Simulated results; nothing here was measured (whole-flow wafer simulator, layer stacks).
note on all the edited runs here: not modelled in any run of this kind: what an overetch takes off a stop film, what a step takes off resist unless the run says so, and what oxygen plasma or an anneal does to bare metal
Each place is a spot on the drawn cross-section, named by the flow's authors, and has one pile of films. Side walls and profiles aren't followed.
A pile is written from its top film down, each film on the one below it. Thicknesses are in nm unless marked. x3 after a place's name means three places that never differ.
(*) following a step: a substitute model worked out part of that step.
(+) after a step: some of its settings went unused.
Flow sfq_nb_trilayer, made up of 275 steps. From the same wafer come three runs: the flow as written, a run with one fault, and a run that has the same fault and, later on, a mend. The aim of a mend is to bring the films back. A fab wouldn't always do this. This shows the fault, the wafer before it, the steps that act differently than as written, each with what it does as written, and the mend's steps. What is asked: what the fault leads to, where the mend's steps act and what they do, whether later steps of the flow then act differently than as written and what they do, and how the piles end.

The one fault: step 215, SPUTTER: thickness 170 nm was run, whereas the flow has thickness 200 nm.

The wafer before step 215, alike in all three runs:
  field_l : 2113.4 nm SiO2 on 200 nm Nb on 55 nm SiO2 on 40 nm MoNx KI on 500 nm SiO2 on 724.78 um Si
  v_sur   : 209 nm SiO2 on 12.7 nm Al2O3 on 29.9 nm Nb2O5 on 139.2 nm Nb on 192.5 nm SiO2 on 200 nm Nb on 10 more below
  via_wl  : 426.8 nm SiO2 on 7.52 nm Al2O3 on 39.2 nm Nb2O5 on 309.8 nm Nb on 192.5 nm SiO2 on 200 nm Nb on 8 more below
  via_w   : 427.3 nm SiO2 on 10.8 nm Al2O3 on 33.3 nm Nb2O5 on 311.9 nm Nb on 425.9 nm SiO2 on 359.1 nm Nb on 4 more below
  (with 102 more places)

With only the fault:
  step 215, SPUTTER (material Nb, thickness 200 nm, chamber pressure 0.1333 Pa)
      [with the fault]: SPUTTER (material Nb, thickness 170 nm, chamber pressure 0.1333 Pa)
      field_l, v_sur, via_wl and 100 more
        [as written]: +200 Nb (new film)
        [with the fault]: +170 Nb (new film)
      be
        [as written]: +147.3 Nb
        [with the fault]: +125.5 Nb
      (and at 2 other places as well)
  Steps later in the flow that act otherwise than as written (not shown: 4 more steps that differ only slightly, by at most 2% or 0.5 nm, whichever is larger):
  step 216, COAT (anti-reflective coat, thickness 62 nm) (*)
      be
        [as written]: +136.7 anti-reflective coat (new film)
        [with the fault]: +133.9 anti-reflective coat (new film)
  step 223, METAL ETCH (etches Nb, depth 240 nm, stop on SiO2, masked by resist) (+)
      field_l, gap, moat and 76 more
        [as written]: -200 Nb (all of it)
        [with the fault]: -170 Nb (all of it)
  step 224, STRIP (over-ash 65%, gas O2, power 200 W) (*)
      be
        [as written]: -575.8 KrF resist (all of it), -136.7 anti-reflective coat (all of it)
        [with the fault]: -571.1 KrF resist (all of it), -133.9 anti-reflective coat (all of it)
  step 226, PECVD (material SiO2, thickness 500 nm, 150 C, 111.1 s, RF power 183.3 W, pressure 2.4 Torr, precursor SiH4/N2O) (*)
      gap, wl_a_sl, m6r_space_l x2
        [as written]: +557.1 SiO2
        [with the fault]: +527.1 SiO2
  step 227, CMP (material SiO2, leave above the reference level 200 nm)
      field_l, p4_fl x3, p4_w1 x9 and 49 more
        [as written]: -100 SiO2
        [with the fault]: -130 SiO2
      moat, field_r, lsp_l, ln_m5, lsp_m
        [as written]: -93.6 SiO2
        [with the fault]: -124.6 SiO2
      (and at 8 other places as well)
  By the end, the piles at v_sur, via_wl, via_w and 80 more depart from the flow's by more than 2% or 0.5 nm, whichever is larger.
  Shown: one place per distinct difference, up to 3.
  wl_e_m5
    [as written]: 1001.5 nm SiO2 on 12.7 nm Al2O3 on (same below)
    [with the fault]: 971.5 nm SiO2 on 12.7 nm Al2O3 on (same below)
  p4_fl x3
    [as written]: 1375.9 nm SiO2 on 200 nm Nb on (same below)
    [with the fault]: 1345.9 nm SiO2 on 200 nm Nb on (same below)
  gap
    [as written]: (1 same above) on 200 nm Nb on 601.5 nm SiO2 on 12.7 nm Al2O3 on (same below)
    [with the fault]: (1 same above) on 200 nm Nb on 571.5 nm SiO2 on 12.7 nm Al2O3 on (same below)

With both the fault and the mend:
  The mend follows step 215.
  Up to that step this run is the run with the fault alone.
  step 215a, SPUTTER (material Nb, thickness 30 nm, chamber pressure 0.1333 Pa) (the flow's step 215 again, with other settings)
      field_l, v_sur, via_wl and 98 more
        +30 Nb
      ce_l, ce_r
        +28.9 Nb
      be
        +19 Nb
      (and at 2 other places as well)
  Later steps of the flow that are run all act as written at every place that is followed, up to a difference of at most 2% or 0.5 nm, whichever is larger.
  At the end the piles are close to the flow's at the places that both follow, differing by at most 2% or 0.5 nm, whichever is larger.
